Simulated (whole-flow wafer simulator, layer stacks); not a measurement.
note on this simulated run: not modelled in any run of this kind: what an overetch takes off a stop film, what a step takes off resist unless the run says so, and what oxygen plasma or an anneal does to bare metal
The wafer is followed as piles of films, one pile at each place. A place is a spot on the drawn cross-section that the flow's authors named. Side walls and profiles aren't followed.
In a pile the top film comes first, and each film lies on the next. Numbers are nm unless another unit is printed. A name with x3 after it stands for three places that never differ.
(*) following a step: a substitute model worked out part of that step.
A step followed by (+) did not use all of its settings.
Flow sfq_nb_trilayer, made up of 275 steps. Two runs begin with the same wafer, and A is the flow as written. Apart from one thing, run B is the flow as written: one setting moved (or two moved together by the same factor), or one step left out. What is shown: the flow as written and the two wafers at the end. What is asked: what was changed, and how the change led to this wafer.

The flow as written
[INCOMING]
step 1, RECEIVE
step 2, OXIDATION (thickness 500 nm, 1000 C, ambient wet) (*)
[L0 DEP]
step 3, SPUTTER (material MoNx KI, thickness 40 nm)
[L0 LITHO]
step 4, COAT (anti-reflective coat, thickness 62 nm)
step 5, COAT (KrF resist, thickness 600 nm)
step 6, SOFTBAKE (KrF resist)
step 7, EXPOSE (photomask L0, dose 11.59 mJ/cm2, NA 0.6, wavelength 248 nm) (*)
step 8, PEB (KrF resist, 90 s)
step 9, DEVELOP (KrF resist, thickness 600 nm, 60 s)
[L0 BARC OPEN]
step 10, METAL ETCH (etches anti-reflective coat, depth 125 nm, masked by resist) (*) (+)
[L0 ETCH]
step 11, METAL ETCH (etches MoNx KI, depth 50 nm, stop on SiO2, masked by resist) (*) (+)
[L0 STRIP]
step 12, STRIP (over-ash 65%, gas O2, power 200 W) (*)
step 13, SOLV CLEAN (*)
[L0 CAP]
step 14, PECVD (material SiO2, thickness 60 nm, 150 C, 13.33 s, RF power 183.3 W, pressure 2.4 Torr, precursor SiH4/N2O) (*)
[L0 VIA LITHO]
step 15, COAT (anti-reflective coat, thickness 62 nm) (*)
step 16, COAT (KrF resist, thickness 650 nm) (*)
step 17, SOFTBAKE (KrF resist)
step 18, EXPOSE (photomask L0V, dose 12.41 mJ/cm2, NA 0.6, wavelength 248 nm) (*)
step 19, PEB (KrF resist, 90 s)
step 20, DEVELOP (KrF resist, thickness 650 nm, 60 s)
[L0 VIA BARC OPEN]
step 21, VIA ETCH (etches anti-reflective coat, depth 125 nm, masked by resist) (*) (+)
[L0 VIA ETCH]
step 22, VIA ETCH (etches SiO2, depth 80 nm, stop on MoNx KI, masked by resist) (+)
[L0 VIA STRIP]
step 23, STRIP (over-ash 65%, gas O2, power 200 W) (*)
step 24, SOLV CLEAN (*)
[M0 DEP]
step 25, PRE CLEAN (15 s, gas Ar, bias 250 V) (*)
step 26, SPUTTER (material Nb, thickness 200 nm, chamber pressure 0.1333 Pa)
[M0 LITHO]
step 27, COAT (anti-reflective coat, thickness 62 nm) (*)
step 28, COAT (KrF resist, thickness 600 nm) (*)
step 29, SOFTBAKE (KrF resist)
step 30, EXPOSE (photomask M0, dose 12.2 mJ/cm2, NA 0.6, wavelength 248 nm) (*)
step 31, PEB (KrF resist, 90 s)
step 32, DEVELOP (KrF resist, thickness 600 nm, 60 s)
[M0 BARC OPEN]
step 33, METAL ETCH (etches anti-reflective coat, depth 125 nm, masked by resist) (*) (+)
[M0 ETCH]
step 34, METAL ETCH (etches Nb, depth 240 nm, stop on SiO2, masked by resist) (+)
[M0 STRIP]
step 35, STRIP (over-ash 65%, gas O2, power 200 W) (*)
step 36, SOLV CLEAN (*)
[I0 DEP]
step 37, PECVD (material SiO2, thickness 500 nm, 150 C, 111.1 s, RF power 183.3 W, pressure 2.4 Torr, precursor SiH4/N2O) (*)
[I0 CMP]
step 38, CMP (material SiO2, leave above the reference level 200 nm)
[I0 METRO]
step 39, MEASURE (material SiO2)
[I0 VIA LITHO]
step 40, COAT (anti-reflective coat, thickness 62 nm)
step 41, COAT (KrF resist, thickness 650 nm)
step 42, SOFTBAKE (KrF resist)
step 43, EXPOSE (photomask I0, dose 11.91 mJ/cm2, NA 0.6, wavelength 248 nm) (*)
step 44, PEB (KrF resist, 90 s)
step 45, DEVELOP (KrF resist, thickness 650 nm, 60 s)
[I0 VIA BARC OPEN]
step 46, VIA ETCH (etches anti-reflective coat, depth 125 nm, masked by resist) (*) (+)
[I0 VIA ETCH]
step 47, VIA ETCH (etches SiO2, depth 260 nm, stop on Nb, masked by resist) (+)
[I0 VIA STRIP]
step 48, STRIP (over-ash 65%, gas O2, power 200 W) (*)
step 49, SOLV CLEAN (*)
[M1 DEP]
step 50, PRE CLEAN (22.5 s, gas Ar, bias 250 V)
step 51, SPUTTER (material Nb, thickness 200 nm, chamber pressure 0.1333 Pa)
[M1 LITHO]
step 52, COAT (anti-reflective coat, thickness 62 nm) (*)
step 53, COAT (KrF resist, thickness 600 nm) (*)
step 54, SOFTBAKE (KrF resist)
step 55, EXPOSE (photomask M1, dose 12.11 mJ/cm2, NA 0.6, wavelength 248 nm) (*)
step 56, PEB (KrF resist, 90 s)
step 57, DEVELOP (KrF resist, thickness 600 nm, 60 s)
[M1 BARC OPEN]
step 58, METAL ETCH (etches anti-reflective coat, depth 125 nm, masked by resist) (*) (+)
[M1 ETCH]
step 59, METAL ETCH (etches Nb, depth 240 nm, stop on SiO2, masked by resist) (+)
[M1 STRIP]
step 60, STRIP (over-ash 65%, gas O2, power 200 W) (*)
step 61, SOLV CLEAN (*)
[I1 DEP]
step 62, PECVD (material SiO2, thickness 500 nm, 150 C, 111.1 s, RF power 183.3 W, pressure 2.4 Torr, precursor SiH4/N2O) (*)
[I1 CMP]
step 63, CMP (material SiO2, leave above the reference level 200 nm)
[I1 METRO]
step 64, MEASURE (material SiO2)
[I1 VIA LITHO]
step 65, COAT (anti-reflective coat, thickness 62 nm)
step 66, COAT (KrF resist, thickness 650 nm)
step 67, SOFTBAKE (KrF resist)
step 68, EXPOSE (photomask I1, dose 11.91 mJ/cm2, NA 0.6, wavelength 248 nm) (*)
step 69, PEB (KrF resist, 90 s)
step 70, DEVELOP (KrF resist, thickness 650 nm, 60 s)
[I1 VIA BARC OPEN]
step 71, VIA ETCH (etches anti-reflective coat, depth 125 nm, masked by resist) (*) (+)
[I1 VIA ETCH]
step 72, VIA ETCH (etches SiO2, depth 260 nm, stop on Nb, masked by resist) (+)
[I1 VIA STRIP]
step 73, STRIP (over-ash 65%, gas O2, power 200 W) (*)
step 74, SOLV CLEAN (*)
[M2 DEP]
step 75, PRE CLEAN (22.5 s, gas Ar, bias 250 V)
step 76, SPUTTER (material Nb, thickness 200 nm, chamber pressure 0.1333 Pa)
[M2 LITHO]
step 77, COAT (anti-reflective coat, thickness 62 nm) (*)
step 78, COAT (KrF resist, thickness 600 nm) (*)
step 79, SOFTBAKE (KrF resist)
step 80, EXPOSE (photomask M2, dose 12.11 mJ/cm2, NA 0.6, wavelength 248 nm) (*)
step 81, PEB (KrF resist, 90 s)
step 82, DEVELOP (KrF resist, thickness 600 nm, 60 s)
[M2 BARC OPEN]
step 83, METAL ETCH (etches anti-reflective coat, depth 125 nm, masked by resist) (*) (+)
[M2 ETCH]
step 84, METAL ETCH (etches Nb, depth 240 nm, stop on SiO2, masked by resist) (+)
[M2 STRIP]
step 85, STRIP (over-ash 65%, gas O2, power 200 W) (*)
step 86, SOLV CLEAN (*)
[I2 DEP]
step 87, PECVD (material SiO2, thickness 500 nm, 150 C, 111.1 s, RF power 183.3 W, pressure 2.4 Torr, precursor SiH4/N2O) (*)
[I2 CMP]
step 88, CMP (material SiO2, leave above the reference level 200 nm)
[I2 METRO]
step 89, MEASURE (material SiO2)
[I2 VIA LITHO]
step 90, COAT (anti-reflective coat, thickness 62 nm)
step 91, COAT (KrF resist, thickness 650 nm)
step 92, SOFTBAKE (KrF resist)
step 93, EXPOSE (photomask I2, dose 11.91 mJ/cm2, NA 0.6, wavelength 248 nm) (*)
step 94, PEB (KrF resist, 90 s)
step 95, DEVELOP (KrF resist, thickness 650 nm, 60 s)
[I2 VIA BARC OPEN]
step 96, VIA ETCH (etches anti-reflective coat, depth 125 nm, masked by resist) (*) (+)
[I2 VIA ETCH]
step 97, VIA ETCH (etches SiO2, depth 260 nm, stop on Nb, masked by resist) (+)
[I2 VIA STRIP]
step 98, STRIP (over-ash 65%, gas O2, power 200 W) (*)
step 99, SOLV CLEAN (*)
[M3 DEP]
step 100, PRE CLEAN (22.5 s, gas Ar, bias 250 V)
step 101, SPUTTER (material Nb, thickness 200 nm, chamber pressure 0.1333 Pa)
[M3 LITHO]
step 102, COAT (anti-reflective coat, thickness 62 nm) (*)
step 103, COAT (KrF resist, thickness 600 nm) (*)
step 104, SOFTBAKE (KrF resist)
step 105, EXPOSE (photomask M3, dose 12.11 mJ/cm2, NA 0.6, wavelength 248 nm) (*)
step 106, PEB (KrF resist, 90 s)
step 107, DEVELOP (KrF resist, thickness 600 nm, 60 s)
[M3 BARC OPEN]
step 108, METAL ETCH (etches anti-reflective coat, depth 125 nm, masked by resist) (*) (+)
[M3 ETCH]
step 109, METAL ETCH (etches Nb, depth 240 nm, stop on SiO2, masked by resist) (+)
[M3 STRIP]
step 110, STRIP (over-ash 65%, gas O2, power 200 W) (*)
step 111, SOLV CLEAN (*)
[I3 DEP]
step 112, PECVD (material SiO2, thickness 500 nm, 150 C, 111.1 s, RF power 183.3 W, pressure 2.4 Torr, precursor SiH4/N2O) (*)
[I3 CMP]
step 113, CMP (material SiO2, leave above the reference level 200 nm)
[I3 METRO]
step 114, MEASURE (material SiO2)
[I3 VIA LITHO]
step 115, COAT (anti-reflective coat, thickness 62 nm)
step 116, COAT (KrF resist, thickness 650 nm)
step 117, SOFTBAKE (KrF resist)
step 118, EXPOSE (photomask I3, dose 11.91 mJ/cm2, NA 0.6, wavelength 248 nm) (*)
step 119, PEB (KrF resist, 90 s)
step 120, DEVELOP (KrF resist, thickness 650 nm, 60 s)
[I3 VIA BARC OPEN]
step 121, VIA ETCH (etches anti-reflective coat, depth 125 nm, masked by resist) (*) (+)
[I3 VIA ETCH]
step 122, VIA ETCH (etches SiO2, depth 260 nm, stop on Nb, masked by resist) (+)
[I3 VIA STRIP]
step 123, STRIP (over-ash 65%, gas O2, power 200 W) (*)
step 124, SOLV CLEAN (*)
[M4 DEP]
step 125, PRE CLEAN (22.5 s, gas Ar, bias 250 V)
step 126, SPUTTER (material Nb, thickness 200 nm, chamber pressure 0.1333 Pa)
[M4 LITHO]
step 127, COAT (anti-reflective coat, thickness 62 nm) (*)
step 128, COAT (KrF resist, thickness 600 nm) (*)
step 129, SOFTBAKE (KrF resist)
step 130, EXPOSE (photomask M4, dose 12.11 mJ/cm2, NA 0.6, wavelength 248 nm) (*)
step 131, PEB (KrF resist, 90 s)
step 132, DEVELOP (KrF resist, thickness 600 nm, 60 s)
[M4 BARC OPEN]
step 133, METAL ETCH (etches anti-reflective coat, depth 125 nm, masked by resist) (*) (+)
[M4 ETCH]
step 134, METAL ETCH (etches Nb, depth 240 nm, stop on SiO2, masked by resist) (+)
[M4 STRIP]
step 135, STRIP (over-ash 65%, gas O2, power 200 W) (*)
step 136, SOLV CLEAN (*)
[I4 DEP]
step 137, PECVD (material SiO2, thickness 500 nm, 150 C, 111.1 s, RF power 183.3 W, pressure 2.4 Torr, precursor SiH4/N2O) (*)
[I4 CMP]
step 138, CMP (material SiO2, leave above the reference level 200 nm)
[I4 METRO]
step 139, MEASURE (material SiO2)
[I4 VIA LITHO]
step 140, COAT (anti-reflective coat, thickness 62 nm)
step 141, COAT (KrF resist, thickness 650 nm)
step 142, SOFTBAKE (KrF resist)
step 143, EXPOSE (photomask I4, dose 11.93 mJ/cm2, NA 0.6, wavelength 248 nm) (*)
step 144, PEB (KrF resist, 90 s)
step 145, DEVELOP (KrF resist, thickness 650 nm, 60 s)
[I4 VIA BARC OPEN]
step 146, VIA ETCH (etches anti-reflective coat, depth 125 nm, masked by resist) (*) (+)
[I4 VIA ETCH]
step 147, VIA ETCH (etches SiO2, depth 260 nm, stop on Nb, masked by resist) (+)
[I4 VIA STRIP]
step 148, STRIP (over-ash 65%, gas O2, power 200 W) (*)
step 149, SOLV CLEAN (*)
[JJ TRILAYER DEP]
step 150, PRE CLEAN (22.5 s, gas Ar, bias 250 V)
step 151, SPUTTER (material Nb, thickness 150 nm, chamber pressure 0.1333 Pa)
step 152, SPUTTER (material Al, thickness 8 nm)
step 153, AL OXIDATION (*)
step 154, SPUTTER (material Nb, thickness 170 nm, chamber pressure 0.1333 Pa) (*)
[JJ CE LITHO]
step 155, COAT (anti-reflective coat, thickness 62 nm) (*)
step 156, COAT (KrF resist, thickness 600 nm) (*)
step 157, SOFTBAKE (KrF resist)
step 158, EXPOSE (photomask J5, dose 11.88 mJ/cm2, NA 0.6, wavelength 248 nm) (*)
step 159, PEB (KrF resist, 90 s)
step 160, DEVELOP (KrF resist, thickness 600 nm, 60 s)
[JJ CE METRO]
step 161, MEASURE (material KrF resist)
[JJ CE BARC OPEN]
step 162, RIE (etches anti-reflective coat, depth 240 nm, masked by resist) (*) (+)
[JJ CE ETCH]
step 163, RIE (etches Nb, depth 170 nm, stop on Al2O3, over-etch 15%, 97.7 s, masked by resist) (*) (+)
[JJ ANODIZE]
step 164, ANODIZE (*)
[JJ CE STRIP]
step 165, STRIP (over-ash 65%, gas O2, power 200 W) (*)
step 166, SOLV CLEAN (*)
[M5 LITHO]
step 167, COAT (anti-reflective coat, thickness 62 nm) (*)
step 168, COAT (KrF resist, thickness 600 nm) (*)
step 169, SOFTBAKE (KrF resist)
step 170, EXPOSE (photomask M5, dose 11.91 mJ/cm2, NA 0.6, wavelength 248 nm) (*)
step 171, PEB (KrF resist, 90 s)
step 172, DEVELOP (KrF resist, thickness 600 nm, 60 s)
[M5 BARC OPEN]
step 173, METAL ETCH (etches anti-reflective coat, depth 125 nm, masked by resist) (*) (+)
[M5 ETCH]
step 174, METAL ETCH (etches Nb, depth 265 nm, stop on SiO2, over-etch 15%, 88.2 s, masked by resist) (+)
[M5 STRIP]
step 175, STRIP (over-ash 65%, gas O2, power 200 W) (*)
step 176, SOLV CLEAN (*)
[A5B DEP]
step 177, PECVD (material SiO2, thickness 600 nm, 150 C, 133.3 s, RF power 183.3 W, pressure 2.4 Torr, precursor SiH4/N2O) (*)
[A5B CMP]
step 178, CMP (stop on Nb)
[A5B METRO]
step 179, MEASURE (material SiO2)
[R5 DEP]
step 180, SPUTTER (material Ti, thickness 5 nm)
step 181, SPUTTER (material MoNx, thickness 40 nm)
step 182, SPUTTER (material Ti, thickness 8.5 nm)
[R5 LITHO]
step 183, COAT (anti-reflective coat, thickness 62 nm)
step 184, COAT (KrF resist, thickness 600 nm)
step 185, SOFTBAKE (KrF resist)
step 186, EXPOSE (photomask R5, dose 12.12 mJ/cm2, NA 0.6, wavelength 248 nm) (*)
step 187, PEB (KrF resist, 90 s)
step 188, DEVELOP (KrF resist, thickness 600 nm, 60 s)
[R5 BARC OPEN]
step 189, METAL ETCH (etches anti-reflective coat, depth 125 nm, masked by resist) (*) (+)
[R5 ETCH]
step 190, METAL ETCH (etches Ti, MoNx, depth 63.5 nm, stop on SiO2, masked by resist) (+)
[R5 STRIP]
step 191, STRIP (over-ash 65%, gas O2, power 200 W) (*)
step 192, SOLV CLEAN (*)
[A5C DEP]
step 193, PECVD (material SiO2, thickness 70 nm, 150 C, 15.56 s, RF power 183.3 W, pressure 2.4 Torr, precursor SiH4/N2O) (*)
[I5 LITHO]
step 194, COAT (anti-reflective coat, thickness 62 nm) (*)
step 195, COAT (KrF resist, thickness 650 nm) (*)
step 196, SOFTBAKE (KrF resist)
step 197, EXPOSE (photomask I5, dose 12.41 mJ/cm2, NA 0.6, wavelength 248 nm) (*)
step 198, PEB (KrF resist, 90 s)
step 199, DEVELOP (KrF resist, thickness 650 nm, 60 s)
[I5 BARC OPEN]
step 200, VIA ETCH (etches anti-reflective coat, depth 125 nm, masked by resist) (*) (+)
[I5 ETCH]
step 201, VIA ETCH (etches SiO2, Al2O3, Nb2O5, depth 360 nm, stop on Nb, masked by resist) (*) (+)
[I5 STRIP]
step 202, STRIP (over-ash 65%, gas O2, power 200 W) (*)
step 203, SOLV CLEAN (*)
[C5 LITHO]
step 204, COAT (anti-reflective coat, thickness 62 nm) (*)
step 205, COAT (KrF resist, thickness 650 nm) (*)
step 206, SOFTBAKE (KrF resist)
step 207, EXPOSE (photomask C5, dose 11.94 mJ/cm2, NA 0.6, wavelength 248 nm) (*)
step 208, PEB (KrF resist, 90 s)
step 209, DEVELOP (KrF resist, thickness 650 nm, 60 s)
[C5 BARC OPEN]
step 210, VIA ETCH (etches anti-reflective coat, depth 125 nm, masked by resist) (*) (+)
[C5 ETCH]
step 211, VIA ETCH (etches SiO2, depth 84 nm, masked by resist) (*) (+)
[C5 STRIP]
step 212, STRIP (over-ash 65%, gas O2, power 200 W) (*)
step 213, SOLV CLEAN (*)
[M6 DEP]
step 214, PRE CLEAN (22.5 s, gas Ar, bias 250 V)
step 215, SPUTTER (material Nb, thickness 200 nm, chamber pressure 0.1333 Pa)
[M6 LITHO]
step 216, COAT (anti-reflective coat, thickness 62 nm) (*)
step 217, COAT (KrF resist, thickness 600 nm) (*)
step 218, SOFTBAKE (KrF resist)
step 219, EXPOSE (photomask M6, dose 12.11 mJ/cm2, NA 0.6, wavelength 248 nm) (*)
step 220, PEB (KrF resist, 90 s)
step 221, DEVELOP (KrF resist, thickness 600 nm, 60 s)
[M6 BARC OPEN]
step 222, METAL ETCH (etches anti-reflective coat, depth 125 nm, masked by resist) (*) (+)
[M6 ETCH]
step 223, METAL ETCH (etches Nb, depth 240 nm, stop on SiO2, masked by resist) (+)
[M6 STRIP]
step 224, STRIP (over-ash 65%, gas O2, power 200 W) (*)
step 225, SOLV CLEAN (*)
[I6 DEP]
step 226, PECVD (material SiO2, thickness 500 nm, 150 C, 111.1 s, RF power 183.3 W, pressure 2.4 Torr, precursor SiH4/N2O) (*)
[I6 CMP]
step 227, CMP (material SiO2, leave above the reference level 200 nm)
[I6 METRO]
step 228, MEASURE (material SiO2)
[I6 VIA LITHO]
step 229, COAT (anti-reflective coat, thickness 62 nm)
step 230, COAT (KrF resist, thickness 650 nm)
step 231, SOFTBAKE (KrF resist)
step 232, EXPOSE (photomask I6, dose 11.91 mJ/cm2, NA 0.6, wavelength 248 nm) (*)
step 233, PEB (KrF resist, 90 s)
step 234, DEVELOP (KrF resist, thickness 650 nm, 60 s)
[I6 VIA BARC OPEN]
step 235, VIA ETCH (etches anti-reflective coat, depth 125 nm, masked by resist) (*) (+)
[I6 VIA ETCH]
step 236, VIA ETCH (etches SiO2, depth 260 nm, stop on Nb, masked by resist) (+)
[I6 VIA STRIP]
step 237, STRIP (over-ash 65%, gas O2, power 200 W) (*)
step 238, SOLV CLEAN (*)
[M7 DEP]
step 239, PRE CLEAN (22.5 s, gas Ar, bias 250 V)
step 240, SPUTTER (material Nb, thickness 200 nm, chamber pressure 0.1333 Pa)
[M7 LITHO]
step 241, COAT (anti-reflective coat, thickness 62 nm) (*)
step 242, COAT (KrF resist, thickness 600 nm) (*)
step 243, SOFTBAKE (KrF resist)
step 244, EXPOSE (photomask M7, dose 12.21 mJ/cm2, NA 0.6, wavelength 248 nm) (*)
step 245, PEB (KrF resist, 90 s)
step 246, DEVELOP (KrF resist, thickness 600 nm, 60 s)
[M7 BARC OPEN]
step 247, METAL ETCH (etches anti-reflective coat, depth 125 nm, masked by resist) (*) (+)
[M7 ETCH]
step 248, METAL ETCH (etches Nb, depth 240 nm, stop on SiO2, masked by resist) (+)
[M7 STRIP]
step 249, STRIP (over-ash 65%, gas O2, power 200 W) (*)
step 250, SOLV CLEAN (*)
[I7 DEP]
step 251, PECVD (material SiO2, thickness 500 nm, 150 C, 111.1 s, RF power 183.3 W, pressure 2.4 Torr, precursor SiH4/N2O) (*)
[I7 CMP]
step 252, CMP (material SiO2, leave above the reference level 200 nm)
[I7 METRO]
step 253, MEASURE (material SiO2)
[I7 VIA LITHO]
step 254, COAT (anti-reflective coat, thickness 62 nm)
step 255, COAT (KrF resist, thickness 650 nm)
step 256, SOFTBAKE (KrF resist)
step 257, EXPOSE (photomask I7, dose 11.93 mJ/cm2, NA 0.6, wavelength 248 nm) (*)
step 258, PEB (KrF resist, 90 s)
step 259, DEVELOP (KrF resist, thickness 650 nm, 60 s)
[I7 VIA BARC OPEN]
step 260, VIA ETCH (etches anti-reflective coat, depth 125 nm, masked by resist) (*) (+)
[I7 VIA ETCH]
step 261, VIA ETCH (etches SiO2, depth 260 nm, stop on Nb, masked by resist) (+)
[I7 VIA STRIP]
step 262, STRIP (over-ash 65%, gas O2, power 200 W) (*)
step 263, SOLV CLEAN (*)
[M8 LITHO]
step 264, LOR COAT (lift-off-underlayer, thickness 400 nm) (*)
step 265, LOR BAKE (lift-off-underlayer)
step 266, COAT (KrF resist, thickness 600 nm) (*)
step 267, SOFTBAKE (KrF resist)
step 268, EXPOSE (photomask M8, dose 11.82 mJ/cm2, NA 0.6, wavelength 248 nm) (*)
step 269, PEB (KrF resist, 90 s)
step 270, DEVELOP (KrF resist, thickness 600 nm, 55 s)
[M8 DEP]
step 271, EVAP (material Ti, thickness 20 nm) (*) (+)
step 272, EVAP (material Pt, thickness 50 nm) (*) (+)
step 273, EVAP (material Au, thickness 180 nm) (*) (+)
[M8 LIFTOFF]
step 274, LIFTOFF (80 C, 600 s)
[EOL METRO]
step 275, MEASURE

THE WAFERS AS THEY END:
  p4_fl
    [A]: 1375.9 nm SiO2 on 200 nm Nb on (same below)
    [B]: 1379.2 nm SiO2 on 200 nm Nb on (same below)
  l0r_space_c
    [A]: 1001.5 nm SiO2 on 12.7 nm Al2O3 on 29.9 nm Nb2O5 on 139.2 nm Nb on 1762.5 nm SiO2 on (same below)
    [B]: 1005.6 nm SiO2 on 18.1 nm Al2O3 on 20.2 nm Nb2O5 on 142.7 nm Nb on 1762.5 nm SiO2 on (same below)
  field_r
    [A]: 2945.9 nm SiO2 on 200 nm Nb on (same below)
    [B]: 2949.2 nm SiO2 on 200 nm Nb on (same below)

Cause: step 152, SPUTTER: thickness 11.3 nm was run, though the flow has thickness 8 nm.

How this came from the change, step by step:
  step 152, SPUTTER (material Al, thickness 8 nm)
      field_l, v_sur, via_sp and 100 more: A +8 Al (new film) | B +11.3 Al (new film)
      via_wl, via_wr: A +5.14 Al (new film) | B +7.26 Al (new film)
      (and at 1 other place as well)
  step 164, ANODIZE (*)
      field_l, v_sur, via_sp and 96 more: A +12.2 Al2O3, +29.9 Nb2O5 (new film), -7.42 Al (all of it), -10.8 Nb | B +17.7 Al2O3, +20.2 Nb2O5 (new film), -10.7 Al (all of it), -7.27 Nb
      via_wl, via_wr: A +7.52 Al2O3 (new film), +39.2 Nb2O5 (new film), -4.56 Al (all of it), -14.1 Nb | B +11 Al2O3 (new film), +32.9 Nb2O5 (new film), -6.68 Al (all of it), -11.8 Nb
      (and at 1 other place as well)
  step 167, COAT (anti-reflective coat, thickness 62 nm) (*)
      ce_l: A +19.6 anti-reflective coat (new film) | B +18.5 anti-reflective coat (new film)
  step 174, METAL ETCH (etches Nb, depth 265 nm, stop on SiO2, over-etch 15%, 88.2 s, masked by resist) (+)
      field_l, r_sur, res and 50 more: A -12.6 Al2O3 (all of it), -29.9 Nb2O5 (all of it), -139.2 Nb (all of it), -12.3 SiO2 | B -18.1 Al2O3 (all of it), -20.2 Nb2O5 (all of it), -142.7 Nb (all of it), -12.4 SiO2
  step 175, STRIP (over-ash 65%, gas O2, power 200 W) (*)
      ce_l: A -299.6 KrF resist (all of it), -19.6 anti-reflective coat (all of it) | B -297.8 KrF resist (all of it), -18.5 anti-reflective coat (all of it)
  step 201, VIA ETCH (etches SiO2, Al2O3, Nb2O5, depth 360 nm, stop on Nb, masked by resist) (*) (+)
      be: A -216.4 SiO2 (all of it), -12.7 Al2O3 (all of it), -29.9 Nb2O5 (all of it) | B -220.4 SiO2 (all of it), -18.1 Al2O3 (all of it), -20.2 Nb2O5 (all of it)
